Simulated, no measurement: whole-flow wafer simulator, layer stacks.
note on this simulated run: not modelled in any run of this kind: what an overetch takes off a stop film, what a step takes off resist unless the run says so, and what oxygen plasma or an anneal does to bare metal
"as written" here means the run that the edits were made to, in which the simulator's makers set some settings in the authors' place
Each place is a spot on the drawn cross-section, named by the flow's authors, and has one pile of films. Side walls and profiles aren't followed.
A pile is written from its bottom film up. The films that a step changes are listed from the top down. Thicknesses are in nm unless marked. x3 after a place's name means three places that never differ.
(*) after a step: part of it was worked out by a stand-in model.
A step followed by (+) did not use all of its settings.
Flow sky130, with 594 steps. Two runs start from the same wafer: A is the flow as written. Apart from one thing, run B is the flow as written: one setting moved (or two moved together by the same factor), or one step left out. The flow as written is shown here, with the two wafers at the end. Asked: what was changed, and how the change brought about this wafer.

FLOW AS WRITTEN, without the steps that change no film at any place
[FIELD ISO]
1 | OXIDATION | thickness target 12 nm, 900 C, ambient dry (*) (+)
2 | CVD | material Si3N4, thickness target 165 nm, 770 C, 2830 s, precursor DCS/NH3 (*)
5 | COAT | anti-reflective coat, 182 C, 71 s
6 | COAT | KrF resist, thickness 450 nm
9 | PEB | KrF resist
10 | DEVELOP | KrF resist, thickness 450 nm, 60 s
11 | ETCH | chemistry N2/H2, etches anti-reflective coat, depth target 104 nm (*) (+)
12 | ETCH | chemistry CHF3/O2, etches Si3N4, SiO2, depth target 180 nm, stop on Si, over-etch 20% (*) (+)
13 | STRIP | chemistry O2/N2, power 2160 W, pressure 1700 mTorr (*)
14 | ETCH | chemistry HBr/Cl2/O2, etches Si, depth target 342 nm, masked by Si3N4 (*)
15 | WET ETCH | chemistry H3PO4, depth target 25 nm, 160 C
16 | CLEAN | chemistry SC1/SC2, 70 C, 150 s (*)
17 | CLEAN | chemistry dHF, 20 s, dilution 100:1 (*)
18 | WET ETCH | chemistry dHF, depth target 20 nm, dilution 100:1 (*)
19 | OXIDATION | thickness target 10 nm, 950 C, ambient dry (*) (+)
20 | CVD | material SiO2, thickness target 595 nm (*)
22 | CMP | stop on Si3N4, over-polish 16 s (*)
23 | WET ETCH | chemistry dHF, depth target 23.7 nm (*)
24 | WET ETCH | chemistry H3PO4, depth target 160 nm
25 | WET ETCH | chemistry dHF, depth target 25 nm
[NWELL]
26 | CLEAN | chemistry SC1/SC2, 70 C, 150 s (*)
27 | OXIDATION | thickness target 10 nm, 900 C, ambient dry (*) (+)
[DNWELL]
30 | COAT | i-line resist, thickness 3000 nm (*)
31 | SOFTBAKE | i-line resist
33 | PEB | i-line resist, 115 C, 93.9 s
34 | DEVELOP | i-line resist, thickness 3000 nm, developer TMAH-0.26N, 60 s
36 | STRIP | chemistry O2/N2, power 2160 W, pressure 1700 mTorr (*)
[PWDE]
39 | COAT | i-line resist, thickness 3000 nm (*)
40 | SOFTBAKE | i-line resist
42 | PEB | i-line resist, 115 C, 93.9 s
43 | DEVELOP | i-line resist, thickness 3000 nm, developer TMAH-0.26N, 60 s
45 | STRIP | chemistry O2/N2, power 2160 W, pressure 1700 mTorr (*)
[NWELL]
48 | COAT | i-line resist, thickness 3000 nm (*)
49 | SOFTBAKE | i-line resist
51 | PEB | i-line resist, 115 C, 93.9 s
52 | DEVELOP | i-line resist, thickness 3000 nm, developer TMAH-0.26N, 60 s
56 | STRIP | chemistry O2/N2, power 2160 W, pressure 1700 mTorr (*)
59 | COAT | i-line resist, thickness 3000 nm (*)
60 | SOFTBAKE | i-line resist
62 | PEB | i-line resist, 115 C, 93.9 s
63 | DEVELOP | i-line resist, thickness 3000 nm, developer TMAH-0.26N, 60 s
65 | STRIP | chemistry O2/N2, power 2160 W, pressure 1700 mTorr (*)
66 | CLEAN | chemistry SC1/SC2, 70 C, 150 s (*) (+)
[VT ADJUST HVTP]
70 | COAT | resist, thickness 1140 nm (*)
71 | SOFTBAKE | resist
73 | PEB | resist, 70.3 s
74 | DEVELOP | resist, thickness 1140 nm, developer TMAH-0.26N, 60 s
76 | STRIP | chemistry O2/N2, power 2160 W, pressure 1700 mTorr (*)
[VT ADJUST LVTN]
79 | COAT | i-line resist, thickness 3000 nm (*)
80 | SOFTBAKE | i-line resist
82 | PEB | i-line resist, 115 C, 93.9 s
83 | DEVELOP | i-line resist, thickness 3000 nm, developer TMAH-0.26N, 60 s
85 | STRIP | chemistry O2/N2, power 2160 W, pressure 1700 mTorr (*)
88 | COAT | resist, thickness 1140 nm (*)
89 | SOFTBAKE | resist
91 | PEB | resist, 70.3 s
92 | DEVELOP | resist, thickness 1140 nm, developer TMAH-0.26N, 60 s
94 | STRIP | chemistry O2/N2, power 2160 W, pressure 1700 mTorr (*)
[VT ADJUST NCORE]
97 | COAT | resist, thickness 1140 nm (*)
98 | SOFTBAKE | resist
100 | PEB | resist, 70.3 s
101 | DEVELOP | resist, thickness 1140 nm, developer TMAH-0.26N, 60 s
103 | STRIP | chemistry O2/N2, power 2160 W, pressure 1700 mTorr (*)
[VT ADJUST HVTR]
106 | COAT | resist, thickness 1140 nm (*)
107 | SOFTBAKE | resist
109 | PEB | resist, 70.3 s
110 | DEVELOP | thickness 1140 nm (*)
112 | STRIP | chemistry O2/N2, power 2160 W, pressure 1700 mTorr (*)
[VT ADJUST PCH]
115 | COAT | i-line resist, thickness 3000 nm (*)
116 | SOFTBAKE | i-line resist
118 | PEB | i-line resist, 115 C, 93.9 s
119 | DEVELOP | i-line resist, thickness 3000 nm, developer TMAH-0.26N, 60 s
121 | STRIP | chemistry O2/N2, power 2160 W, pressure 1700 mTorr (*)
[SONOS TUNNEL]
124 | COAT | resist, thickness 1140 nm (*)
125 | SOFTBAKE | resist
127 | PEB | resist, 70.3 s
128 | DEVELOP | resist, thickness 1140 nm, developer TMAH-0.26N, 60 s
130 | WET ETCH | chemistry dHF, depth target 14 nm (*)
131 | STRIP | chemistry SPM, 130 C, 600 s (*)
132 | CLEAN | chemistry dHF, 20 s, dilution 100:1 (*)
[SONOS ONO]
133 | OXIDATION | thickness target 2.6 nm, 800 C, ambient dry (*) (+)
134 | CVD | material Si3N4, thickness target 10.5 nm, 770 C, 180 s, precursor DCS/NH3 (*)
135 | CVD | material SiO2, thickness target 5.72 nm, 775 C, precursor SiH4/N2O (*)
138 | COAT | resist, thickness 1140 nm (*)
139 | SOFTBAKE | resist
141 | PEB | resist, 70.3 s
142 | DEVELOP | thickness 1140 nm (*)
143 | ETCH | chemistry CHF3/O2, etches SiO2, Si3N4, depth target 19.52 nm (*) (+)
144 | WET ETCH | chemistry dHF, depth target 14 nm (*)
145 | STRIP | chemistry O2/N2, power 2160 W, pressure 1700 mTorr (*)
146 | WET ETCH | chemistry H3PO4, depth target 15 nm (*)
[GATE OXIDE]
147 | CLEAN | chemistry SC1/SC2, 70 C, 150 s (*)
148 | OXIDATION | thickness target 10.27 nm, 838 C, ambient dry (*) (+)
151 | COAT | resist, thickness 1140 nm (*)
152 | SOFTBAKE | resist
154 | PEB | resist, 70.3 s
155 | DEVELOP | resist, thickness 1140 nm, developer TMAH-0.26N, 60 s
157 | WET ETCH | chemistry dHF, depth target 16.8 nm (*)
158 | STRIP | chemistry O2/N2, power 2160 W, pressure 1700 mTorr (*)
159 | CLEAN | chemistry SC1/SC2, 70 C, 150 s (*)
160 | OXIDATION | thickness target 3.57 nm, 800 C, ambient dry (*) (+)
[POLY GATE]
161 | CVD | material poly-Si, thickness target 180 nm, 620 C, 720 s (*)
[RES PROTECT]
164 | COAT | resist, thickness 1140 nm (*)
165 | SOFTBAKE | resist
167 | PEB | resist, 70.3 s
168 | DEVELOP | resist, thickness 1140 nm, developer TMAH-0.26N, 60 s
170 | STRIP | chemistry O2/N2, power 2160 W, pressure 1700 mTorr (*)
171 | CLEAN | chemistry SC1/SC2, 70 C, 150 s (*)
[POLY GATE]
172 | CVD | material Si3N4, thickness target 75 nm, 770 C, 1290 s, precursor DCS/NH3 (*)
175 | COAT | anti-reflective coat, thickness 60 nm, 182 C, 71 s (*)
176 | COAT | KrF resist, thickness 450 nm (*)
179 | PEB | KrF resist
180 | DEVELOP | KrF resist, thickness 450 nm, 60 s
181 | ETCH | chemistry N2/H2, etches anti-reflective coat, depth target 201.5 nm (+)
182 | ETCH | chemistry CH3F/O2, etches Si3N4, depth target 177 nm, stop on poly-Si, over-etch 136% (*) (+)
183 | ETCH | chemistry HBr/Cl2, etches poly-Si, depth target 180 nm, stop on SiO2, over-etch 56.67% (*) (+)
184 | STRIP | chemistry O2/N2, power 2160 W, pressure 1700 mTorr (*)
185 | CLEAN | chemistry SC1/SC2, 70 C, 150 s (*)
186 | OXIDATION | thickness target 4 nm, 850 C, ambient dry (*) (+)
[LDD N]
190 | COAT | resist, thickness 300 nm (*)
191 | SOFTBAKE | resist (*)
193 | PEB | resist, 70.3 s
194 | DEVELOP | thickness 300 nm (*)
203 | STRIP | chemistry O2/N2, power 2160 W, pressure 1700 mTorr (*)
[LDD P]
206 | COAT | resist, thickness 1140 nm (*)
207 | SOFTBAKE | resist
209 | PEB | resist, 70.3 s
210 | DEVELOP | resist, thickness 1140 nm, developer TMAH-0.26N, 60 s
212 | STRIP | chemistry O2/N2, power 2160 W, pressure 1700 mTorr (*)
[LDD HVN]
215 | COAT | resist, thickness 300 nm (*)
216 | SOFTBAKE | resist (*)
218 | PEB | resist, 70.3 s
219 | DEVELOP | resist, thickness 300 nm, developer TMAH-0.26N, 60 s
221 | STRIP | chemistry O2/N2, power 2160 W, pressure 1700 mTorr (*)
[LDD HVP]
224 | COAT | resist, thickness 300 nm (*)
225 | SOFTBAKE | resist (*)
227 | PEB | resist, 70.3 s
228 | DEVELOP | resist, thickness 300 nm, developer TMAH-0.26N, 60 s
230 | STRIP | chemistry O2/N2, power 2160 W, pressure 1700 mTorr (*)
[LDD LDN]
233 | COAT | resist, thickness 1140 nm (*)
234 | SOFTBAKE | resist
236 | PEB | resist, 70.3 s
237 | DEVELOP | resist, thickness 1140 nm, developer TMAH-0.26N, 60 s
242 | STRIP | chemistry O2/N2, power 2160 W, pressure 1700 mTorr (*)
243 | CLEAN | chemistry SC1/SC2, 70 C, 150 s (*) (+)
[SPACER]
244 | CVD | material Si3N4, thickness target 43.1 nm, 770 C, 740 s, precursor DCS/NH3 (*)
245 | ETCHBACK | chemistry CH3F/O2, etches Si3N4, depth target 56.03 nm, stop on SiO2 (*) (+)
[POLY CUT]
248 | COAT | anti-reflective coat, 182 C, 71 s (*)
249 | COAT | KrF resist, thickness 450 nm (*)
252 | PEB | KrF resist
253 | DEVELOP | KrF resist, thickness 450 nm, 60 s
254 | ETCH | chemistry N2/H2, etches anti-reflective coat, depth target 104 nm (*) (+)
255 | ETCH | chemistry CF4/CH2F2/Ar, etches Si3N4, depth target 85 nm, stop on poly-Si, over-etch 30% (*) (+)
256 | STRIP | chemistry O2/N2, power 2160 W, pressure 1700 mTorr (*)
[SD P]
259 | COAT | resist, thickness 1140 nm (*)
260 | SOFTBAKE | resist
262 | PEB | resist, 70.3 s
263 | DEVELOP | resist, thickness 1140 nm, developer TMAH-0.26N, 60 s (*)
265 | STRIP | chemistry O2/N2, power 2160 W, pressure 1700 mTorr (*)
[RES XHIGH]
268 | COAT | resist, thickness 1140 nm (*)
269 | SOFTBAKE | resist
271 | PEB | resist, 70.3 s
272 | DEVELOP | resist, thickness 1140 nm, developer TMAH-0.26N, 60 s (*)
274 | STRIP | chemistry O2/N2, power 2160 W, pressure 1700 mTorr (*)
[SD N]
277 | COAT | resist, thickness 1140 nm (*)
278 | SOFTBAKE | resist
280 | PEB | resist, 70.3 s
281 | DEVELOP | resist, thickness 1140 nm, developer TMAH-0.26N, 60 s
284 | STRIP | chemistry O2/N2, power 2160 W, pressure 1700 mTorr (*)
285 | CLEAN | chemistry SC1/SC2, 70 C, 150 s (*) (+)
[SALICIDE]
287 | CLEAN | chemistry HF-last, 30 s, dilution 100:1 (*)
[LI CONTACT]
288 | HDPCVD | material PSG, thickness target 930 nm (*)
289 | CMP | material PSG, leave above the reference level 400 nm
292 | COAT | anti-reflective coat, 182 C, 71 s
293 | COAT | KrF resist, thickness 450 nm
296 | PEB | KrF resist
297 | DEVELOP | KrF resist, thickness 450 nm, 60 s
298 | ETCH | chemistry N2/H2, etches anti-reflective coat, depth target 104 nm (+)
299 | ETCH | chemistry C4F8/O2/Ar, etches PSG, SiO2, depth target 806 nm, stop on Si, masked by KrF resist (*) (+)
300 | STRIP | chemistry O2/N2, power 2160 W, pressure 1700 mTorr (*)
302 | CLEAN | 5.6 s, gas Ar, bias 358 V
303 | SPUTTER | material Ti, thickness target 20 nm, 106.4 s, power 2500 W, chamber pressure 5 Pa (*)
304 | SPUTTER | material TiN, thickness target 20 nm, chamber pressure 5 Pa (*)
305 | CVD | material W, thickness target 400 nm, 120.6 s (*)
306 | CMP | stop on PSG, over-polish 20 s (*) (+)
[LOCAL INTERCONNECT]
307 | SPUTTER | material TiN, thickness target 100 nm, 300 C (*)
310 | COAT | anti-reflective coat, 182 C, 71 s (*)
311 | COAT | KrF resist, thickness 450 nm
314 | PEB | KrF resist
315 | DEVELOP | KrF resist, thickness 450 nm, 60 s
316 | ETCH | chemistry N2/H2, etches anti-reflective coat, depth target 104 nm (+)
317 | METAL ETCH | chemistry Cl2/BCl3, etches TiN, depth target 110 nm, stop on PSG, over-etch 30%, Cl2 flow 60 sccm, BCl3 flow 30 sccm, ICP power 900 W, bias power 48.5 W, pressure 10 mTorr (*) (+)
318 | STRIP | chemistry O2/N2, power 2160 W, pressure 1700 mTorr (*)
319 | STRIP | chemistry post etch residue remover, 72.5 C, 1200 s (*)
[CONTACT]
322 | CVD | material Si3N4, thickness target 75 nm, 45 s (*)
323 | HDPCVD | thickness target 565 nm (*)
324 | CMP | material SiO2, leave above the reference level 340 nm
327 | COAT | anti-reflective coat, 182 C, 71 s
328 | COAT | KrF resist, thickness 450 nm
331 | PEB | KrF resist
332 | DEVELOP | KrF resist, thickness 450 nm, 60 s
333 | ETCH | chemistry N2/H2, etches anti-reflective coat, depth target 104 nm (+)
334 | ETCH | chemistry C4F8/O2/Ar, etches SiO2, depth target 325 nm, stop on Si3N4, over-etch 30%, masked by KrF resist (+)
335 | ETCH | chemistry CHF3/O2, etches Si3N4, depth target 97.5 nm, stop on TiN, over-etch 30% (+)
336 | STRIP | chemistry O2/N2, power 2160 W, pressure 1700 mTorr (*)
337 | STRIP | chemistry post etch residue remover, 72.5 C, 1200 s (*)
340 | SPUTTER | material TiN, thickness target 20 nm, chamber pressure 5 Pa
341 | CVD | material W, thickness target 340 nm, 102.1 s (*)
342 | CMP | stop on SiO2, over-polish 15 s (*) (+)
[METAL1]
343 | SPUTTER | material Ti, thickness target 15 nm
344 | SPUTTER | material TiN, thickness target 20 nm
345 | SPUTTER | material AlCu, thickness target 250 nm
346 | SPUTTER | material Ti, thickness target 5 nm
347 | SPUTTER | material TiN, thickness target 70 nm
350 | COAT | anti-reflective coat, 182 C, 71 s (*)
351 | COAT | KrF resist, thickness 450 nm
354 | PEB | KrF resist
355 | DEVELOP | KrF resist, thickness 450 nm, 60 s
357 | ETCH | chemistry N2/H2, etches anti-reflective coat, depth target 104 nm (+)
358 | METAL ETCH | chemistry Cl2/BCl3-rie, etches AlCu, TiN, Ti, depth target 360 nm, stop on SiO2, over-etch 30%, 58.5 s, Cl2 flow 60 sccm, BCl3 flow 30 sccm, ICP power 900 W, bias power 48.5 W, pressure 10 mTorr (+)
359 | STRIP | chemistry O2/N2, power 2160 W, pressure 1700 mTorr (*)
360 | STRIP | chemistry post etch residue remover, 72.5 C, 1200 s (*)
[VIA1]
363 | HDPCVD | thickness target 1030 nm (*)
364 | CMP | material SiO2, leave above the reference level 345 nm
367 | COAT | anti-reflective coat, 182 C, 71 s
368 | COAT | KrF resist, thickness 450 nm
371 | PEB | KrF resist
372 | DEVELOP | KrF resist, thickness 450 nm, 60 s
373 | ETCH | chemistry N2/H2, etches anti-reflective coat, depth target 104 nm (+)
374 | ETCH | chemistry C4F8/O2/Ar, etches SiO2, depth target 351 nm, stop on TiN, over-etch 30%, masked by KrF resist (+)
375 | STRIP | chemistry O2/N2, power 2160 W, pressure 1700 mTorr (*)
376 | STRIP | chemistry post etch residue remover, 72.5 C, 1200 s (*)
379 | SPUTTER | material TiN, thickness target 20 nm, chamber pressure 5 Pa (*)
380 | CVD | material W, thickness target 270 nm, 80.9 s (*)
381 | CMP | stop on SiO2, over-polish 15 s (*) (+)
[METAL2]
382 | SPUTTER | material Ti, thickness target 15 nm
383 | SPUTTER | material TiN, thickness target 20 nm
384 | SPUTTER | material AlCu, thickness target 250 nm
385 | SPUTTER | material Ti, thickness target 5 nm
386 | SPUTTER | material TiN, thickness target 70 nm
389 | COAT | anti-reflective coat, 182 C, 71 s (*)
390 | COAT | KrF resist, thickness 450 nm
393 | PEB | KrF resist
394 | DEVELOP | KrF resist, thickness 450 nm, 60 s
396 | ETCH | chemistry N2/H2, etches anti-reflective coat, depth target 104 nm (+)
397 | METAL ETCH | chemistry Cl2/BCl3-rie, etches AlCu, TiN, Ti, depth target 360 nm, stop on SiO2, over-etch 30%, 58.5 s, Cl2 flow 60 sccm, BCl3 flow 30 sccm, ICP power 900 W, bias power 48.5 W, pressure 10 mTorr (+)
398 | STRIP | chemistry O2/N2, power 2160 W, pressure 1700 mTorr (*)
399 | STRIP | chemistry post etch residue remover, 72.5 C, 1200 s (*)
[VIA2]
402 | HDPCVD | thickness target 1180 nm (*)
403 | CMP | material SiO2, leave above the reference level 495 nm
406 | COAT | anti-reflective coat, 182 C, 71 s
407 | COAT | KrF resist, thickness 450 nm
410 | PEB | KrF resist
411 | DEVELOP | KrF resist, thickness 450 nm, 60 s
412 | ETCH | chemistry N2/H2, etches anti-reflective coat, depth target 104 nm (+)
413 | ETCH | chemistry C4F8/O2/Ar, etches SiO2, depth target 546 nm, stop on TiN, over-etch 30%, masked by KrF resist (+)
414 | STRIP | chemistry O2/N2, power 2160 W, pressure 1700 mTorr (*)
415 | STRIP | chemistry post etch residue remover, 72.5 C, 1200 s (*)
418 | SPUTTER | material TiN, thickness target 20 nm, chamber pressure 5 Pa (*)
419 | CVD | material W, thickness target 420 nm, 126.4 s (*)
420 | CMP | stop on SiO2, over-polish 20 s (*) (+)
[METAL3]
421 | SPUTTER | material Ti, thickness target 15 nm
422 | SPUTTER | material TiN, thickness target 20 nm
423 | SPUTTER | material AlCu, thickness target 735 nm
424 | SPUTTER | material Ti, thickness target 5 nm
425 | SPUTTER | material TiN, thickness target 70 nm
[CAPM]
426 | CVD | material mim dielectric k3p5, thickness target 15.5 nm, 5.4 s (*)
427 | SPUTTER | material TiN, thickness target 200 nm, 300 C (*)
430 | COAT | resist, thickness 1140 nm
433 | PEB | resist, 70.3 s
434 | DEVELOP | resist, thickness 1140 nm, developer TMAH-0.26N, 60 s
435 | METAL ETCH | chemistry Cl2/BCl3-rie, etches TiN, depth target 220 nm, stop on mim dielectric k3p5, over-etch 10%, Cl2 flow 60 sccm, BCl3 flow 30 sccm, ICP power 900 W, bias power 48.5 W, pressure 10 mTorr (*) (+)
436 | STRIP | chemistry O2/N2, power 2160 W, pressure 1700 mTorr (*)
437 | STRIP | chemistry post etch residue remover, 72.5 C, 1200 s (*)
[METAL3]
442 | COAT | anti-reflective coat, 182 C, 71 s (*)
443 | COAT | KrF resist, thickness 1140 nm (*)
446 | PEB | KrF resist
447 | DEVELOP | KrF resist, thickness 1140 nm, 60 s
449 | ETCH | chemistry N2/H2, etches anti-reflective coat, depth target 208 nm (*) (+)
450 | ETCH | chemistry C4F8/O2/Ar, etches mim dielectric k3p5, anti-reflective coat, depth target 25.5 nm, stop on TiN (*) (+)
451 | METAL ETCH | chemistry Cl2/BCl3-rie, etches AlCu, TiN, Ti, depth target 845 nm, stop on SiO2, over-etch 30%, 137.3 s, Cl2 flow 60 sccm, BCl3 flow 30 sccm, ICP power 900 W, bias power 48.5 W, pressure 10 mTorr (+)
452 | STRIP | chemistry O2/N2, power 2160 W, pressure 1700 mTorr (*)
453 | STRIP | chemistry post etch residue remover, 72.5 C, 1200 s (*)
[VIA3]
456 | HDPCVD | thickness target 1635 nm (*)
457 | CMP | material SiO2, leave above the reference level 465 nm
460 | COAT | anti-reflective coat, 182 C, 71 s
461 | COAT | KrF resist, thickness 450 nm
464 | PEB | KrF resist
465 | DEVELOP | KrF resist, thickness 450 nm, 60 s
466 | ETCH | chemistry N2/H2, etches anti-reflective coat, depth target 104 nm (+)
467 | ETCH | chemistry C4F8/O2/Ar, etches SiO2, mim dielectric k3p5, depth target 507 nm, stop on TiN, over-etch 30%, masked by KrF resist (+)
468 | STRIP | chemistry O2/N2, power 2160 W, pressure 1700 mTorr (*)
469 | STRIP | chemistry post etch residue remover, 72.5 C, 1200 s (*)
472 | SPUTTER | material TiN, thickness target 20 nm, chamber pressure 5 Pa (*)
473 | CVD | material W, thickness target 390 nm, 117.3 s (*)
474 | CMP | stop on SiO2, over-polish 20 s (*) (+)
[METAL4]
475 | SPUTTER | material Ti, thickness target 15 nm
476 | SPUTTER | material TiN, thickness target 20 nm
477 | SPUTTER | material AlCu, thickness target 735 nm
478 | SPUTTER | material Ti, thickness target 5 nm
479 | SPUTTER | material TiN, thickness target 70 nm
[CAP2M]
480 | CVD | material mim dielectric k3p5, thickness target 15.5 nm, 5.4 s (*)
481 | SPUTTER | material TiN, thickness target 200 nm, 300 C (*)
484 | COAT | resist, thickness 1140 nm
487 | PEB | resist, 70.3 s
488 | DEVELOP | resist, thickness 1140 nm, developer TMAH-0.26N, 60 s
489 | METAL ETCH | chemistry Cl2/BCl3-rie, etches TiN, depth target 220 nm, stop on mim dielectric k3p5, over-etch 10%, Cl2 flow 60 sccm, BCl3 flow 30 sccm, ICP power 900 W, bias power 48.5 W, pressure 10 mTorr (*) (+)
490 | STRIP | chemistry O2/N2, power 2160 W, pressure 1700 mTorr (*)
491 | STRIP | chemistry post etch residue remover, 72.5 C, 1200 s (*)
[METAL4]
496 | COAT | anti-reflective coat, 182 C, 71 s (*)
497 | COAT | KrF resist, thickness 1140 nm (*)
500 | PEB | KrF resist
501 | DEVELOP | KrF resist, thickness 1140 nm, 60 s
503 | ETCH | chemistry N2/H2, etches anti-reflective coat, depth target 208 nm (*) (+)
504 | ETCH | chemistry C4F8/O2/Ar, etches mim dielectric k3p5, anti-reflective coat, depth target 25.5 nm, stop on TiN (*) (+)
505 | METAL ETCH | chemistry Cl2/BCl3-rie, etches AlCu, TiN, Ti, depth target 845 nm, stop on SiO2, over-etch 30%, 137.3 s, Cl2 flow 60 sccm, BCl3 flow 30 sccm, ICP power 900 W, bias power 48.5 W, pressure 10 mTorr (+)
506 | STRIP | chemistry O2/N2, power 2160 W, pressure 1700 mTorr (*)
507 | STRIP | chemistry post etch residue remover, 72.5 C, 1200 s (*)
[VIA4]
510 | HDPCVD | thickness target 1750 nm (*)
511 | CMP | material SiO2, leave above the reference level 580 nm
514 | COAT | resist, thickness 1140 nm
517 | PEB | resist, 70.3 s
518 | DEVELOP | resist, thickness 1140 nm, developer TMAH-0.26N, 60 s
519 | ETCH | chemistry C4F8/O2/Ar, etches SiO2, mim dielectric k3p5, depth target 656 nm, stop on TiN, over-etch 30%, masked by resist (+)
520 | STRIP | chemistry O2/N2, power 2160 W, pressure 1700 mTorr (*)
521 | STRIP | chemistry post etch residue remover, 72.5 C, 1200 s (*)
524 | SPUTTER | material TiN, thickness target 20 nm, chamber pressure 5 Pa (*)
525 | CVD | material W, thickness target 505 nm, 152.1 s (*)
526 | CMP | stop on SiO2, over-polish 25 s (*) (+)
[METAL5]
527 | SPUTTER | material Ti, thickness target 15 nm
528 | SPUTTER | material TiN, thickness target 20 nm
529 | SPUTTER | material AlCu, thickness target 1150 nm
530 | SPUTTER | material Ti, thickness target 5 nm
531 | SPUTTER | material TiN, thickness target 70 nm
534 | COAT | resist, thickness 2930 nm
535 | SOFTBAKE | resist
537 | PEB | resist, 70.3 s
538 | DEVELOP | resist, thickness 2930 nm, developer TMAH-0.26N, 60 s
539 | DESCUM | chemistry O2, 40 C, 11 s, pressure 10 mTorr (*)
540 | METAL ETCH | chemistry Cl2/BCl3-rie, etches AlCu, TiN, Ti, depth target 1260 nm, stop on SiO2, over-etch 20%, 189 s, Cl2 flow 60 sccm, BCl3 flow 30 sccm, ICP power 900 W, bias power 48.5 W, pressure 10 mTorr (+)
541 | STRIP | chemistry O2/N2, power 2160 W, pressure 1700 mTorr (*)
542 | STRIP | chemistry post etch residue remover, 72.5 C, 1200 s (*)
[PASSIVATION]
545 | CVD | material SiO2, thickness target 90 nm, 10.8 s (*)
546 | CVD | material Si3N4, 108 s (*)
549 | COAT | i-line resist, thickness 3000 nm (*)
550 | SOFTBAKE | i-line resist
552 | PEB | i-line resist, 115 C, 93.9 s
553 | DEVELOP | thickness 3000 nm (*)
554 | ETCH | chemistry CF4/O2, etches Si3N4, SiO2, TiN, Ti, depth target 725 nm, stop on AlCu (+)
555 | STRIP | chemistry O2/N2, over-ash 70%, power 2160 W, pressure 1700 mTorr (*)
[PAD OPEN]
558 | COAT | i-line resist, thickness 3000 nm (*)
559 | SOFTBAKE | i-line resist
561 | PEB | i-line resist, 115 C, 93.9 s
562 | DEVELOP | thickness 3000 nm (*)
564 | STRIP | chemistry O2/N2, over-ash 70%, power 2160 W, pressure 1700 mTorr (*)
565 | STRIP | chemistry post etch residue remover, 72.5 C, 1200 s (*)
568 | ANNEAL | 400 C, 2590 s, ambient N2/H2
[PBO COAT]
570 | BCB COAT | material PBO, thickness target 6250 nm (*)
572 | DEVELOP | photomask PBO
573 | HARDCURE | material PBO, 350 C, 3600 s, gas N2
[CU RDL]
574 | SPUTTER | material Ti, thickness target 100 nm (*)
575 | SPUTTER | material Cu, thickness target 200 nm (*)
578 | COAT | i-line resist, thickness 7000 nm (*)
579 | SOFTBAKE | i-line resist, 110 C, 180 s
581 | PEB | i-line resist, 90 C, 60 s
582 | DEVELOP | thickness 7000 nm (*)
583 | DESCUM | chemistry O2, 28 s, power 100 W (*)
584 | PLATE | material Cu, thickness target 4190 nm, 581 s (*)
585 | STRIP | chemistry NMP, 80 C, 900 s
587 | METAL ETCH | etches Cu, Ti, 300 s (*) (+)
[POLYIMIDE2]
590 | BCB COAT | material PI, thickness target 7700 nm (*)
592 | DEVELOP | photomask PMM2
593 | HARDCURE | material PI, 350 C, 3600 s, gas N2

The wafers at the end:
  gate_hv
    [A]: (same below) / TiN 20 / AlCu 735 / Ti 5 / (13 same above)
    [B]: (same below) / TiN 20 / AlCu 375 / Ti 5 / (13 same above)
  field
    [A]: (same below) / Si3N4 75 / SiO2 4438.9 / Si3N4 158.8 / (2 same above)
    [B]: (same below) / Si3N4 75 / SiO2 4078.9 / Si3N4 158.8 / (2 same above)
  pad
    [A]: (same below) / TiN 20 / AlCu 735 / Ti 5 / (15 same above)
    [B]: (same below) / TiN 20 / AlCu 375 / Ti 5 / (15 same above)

The reason: step 423, SPUTTER: thickness target 375 nm was run, while the flow as written has thickness target 735 nm.
The wafer itself shows it: gate_hv has AlCu 375, and step 423 as written asks for 735 nm.

How this came from the change, step by step:
  423 | SPUTTER | material AlCu, thickness target 735 nm
      field, active, n_well and 188 more: A AlCu gains 735 (new film) | B AlCu gains 375 (new film)
  451 | METAL ETCH | chemistry Cl2/BCl3-rie, etches AlCu, TiN, Ti, depth target 845 nm, stop on SiO2, over-etch 30%, 137.3 s, Cl2 flow 60 sccm, BCl3 flow 30 sccm, ICP power 900 W, bias power 48.5 W, pressure 10 mTorr (+)
      field, gate, spacer and 68 more: A TiN loses 70 (all of it), Ti loses 5 (all of it), AlCu loses 735 (all of it), TiN loses 20 (all of it), Ti loses 15 (all of it), SiO2 loses 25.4 | B TiN loses 70 (all of it), Ti loses 5 (all of it), AlCu loses 375 (all of it), TiN loses 20 (all of it), Ti loses 15 (all of it), SiO2 loses 61.4
      active, vpp_ln, vpp_iso2 and 11 more: A TiN loses 70 (all of it), Ti loses 5 (all of it), AlCu loses 735 (all of it), TiN loses 20 (all of it), Ti loses 15 (all of it), SiO2 loses 25.3 | B TiN loses 70 (all of it), Ti loses 5 (all of it), AlCu loses 375 (all of it), TiN loses 20 (all of it), Ti loses 15 (all of it), SiO2 loses 61.3
  457 | CMP | material SiO2, leave above the reference level 465 nm
      field, active, gate and 80 more: A SiO2 loses 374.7 | B SiO2 loses 698.7
      poly_licon, rpo_hd_licon: A SiO2 loses 374.7 | B SiO2 loses 698.6
